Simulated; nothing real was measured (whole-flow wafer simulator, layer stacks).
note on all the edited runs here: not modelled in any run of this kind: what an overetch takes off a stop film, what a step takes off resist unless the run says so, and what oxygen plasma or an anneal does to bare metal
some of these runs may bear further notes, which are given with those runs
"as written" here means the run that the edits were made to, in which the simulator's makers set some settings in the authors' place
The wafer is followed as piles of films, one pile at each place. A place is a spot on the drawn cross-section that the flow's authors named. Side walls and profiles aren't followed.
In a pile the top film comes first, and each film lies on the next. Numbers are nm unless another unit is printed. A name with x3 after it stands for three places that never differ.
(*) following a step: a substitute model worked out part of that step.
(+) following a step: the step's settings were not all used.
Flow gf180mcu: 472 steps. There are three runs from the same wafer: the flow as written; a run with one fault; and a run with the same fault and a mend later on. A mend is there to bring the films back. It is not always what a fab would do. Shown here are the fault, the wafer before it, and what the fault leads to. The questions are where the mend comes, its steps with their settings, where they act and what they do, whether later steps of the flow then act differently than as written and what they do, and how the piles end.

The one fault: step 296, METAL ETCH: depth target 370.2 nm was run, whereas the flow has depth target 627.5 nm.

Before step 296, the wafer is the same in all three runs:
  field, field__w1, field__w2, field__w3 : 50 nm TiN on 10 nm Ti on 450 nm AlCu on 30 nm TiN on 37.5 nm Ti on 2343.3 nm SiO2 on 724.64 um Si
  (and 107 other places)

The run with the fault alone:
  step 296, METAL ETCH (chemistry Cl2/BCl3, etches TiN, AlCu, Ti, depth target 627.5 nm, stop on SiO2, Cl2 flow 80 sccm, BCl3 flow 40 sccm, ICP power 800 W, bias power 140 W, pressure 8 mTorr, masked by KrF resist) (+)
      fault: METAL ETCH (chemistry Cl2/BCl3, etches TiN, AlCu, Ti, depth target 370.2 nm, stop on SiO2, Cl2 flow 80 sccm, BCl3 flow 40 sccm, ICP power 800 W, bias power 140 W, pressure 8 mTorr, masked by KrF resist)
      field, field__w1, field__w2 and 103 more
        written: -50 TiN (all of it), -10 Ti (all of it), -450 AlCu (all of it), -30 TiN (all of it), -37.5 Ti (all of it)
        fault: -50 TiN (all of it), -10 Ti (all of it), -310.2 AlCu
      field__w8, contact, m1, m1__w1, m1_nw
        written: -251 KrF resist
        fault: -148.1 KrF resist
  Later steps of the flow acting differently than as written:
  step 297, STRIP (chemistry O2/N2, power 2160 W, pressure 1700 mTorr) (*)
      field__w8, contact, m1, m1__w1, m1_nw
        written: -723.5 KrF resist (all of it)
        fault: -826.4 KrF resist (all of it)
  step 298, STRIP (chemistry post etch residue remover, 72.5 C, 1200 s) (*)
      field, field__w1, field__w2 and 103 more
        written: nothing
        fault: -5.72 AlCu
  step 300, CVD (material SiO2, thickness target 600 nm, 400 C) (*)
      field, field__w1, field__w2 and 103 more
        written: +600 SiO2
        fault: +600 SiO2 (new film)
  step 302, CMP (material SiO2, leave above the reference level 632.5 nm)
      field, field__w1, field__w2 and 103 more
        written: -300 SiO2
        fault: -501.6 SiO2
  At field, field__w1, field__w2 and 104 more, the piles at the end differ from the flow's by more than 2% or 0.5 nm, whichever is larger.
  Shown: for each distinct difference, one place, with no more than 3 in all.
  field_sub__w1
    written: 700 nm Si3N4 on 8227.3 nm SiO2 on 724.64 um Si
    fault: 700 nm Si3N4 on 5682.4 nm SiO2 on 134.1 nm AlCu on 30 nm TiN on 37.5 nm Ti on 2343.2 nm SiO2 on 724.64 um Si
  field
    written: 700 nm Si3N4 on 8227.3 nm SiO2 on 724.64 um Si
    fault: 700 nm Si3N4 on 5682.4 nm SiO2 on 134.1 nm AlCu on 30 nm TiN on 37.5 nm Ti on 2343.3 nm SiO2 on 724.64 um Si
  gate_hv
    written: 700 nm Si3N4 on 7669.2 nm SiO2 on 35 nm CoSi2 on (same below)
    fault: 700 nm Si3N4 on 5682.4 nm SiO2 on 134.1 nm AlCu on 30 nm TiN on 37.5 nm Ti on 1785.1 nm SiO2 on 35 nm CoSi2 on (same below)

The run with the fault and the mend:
  After step 296 comes the mend.
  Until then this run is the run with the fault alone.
  step 296a, METAL ETCH (chemistry Cl2/BCl3, etches TiN, AlCu, Ti, depth target 257.3 nm, stop on SiO2, Cl2 flow 80 sccm, BCl3 flow 40 sccm, ICP power 800 W, bias power 140 W, pressure 8 mTorr, masked by KrF resist) (+) (the flow's step 296, run once more with other settings)
      field, field__w1, field__w2 and 103 more
        -139.8 AlCu (all of it), -30 TiN (all of it), -37.5 Ti (all of it)
      field__w8, contact, m1, m1__w1, m1_nw
        -102.9 KrF resist
  None of the later steps of the flow acts differently than as written at any place that is followed.
  The piles end the same as the flow's at every place that both follow.
